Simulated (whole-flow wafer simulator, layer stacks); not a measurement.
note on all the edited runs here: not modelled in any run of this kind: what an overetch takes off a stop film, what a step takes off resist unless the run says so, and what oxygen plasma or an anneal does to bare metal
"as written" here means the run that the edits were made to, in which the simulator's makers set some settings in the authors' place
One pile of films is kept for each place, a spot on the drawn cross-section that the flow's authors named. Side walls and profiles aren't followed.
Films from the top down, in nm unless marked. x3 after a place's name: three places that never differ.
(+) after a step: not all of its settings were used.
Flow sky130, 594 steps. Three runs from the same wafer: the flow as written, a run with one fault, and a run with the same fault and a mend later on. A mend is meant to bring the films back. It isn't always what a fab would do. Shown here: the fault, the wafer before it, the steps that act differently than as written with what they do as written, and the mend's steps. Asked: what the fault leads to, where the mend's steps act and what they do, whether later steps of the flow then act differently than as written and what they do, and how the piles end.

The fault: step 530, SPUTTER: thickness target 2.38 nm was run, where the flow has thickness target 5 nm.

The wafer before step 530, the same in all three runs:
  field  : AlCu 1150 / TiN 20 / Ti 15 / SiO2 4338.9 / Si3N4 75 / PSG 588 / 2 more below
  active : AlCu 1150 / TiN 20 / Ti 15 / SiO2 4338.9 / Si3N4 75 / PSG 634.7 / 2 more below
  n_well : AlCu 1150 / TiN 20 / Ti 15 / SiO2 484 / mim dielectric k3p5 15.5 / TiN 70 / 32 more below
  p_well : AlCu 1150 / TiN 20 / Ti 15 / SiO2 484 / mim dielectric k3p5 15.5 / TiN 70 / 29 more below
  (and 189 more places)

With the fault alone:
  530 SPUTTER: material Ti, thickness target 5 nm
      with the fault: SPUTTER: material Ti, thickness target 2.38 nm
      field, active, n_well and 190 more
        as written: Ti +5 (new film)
        with the fault: Ti +2.38 (new film)
  Later steps of the flow that act differently than as written (21 more steps differ only slightly, by at most 2% or 0.5 nm, whichever is larger, and aren't shown):
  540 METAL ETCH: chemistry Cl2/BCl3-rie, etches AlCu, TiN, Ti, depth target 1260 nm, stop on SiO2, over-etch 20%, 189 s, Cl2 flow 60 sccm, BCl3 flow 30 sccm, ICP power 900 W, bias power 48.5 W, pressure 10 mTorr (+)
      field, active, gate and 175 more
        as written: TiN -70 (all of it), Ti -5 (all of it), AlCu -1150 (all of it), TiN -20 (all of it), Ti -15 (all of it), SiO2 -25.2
        with the fault: TiN -70 (all of it), Ti -2.38 (all of it), AlCu -1150 (all of it), TiN -20 (all of it), Ti -15 (all of it), SiO2 -25.5
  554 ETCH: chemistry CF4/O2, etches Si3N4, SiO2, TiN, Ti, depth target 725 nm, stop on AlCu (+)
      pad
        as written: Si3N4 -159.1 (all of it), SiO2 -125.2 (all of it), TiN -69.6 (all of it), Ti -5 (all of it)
        with the fault: Si3N4 -159.1 (all of it), SiO2 -125.2 (all of it), TiN -69.6 (all of it), Ti -2.38 (all of it)
  At the end the piles differ from the flow's by more than 2% or 0.5 nm, whichever is larger, at n_well, p_well, sd_n and 11 more.
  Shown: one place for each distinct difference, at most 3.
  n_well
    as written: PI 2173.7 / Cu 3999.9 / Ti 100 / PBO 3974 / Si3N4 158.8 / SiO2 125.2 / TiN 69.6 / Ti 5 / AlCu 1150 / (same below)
    with the fault: PI 2174 / Cu 3999.9 / Ti 100 / PBO 3975.9 / Si3N4 158.8 / SiO2 125.2 / TiN 69.6 / Ti 2.38 / AlCu 1150 / (same below)
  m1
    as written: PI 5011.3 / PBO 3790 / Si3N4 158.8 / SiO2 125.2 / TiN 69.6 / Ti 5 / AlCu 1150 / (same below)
    with the fault: PI 5011.4 / PBO 3792.2 / Si3N4 158.8 / SiO2 125.2 / TiN 69.6 / Ti 2.38 / AlCu 1150 / (same below)
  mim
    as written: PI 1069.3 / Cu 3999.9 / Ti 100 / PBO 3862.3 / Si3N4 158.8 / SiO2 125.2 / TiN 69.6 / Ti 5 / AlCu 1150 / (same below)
    with the fault: PI 1069.6 / Cu 3999.9 / Ti 100 / PBO 3864.3 / Si3N4 158.8 / SiO2 125.2 / TiN 69.6 / Ti 2.38 / AlCu 1150 / (same below)

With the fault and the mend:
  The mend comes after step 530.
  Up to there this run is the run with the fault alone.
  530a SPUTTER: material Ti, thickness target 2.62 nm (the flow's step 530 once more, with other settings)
      field, active, n_well and 190 more
        Ti +2.62
  No later step of the flow acts differently than as written at any place that is followed.
  At the end the piles are the same as the flow's at every place that both follow.
